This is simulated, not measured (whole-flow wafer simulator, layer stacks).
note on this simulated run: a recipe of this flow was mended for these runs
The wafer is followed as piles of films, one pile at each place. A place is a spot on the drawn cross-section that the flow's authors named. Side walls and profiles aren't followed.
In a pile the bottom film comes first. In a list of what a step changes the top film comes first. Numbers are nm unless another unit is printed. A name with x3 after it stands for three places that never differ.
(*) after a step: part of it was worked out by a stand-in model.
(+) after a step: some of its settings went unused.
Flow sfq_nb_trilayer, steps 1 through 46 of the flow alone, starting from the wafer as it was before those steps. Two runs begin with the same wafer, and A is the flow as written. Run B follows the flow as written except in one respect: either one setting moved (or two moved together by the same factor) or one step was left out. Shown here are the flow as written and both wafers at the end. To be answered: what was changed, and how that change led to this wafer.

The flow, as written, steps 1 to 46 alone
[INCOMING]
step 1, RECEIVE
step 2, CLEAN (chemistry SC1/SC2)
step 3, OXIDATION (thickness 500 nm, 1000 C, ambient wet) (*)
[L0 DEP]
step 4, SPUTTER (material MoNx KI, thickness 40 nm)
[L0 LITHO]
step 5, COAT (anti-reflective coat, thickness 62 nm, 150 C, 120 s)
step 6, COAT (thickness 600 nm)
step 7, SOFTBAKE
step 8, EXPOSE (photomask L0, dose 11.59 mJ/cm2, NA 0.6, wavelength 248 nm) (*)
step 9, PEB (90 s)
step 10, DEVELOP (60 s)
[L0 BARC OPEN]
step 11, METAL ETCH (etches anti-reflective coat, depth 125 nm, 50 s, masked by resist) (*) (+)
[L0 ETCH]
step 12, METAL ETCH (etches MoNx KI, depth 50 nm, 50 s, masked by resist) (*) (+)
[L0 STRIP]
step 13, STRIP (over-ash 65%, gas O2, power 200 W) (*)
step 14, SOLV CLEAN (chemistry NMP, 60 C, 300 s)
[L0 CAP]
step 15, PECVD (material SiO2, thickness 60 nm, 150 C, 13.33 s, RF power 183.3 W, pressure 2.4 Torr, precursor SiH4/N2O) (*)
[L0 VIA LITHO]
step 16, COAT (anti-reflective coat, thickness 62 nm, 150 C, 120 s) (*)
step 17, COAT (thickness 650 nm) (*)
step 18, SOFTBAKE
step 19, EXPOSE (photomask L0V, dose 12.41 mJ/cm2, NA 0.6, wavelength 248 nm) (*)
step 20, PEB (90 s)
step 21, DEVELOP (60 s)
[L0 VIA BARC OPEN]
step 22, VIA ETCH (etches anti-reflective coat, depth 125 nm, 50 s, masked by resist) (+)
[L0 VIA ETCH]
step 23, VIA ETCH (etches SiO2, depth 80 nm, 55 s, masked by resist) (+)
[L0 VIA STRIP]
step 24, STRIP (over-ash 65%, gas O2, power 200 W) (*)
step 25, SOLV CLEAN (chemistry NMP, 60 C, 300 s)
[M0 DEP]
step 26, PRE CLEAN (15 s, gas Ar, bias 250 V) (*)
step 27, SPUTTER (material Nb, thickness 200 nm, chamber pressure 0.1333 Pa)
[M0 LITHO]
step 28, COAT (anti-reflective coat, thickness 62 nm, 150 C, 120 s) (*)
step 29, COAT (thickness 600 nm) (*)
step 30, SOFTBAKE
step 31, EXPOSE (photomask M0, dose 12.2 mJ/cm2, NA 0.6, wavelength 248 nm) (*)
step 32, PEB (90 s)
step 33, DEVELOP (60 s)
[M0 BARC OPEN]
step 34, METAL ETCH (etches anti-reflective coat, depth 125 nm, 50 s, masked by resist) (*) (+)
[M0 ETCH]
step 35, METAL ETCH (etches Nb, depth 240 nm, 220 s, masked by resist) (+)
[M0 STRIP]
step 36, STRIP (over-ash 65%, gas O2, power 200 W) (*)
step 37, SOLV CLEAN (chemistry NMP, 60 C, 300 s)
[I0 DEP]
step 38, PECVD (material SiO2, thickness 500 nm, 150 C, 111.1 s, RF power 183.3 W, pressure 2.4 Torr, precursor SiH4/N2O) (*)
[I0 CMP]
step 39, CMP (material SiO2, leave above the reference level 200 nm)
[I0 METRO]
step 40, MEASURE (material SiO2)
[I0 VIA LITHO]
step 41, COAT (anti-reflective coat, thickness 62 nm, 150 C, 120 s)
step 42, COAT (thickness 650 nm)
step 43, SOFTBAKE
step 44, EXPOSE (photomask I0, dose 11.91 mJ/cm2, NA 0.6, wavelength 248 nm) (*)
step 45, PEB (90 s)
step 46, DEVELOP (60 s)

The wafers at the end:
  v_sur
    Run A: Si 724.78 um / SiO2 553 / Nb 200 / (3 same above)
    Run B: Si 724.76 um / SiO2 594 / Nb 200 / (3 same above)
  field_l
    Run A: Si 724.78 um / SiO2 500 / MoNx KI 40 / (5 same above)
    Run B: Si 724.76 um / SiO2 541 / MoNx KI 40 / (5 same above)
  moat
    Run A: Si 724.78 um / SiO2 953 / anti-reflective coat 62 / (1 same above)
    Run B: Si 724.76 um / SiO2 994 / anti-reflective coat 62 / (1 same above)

What caused this: step 3, OXIDATION: thickness 541 nm was run, while the flow as written has thickness 500 nm.
The wafer lets one read it off: field_l has SiO2 541, and step 3 as written asks for 500 nm.

Step by step, how the change led to this:
  step 3, OXIDATION (thickness 500 nm, 1000 C, ambient wet) (*)
      field_l, v_sur, via_wl and 103 more: A SiO2 gains 500 (new film), chemical SiO2 loses 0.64 (all of it), Si loses 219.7 | B SiO2 gains 541 (new film), chemical SiO2 loses 0.64 (all of it), Si loses 237.8
